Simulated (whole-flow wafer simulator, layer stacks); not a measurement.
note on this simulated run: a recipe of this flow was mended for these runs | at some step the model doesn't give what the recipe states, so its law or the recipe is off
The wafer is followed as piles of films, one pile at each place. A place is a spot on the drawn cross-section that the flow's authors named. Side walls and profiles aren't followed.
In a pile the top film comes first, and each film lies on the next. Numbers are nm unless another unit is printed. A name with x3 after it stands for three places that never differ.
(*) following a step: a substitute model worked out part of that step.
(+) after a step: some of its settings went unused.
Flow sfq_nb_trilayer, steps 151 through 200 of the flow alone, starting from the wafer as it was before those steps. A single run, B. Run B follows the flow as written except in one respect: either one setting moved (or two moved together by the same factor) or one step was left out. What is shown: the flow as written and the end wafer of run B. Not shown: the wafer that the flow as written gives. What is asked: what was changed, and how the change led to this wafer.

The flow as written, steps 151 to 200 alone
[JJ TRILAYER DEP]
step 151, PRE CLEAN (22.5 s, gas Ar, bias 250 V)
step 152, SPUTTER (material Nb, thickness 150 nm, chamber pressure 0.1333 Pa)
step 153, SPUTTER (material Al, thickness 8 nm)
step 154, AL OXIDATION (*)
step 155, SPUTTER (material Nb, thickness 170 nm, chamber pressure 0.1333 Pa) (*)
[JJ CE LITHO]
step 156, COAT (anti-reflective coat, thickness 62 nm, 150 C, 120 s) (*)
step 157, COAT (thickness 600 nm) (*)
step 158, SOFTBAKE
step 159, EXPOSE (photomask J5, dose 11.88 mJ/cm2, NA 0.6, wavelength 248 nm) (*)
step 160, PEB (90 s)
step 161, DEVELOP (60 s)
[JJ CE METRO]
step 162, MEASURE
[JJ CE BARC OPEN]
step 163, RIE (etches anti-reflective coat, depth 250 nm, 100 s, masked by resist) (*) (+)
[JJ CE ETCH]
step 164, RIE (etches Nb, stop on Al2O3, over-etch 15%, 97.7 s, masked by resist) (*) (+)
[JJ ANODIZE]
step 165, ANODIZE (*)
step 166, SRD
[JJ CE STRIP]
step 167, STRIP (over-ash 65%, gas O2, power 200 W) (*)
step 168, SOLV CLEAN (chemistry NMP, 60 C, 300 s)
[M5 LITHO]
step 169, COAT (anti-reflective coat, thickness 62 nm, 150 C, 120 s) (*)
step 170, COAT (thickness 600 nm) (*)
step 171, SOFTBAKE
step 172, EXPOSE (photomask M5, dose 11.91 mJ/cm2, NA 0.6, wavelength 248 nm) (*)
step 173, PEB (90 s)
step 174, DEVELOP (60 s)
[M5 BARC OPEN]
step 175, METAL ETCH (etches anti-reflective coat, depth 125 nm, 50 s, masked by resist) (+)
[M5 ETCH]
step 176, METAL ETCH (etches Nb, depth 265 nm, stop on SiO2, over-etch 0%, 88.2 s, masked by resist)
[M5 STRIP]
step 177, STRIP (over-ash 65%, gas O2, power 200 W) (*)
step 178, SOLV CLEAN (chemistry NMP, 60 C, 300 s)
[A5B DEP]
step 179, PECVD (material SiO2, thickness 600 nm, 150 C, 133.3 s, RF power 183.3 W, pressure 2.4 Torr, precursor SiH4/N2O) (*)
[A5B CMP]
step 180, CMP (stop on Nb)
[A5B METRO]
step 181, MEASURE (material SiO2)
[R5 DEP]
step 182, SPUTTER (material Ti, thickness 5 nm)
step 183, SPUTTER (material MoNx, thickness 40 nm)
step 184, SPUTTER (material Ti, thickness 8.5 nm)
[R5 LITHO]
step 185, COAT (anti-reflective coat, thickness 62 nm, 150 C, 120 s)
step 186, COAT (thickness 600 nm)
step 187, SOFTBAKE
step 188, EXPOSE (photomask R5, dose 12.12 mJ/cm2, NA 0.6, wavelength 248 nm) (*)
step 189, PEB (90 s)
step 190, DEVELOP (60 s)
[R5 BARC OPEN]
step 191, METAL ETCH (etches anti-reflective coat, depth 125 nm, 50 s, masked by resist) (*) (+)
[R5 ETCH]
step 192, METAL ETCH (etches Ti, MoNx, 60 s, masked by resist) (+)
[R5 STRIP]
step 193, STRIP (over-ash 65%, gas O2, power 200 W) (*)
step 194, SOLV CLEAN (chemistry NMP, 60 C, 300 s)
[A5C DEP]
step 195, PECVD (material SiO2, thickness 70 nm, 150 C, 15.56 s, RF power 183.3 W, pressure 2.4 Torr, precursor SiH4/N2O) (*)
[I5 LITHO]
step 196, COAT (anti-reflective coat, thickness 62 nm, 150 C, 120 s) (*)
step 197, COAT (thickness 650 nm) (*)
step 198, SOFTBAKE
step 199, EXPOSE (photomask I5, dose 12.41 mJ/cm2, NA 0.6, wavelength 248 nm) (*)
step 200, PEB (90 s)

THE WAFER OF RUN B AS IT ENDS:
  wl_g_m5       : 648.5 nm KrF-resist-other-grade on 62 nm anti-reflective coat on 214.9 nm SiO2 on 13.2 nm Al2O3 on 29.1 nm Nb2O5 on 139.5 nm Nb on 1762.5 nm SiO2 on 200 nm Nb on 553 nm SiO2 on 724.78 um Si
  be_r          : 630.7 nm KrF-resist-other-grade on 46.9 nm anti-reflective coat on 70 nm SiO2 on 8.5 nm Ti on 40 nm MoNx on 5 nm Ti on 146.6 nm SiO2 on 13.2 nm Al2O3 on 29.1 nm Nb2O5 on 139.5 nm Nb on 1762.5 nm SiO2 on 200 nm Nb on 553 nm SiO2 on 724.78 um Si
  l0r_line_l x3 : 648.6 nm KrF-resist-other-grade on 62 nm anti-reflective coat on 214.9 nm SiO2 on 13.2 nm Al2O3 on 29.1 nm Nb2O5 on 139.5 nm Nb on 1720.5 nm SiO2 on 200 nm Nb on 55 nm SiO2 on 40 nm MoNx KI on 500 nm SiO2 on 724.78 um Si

Cause: step 164, RIE: 85.98 s was run, while the flow as written has 97.7 s.

The path from the change to this, step by step:
  step 164, RIE (etches Nb, stop on Al2O3, over-etch 15%, 97.7 s, masked by resist) (*) (+)
      via_wl, via_wr: Nb loses 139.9 (all of it), Al2O3 loses 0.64 (it would be, as written: Nb loses 139.9 (all of it), Al2O3 loses 0.96 (all of it))
      via_w: Nb loses 140.2 (all of it), Al2O3 loses 0.64 (it would be, as written: Nb loses 140.2 (all of it), Al2O3 loses 0.96 (all of it))
      (and at 4 other places as well)
  step 165, ANODIZE (*)
      via_wl, via_wr: Al2O3 gains 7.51, Nb2O5 gains 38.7 (new film), Al loses 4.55 (all of it), Nb loses 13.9 (it would be, as written: Al2O3 gains 7.51 (new film), Nb2O5 gains 39.2 (new film), Al loses 4.55 (all of it), Nb loses 14.1)
      via_w: Al2O3 gains 10.7, Nb2O5 gains 32.9 (new film), Al loses 6.51 (all of it), Nb loses 11.8 (it would be, as written: Al2O3 gains 10.7 (new film), Nb2O5 gains 33.4 (new film), Al loses 6.51 (all of it), Nb loses 12)
      (and at 99 other places as well)
  step 167, STRIP (over-ash 65%, gas O2, power 200 W) (*)
      ce_l: KrF-resist-other-grade loses 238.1 (all of it), anti-reflective coat loses 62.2 (all of it) (it would be, as written: KrF-resist-other-grade loses 226.3 (all of it), anti-reflective coat loses 62.2 (all of it))
      c5j: KrF-resist-other-grade loses 238.2 (all of it), anti-reflective coat loses 62.2 (all of it) (it would be, as written: KrF-resist-other-grade loses 226.5 (all of it), anti-reflective coat loses 62.2 (all of it))
      (and at 2 other places as well)
  step 176, METAL ETCH (etches Nb, depth 265 nm, stop on SiO2, over-etch 0%, 88.2 s, masked by resist)
      field_l, res, r_end and 47 more: Al2O3 loses 13 (all of it), Nb2O5 loses 29.1 (all of it), Nb loses 139.5 (all of it), SiO2 loses 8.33 (it would be, as written: Al2O3 loses 12.6 (all of it), Nb2O5 loses 29.9 (all of it), Nb loses 139.2 (all of it), SiO2 loses 8.33)
      wl_a_sl, wl_a_m6: Al2O3 loses 13 (all of it), Nb2O5 loses 29.1 (all of it), Nb loses 139.5 (all of it), SiO2 loses 8.33 (it would be, as written: Al2O3 loses 12.5 (all of it), Nb2O5 loses 29.9 (all of it), Nb loses 139.2 (all of it), SiO2 loses 8.33)
      (and at 1 other place as well)
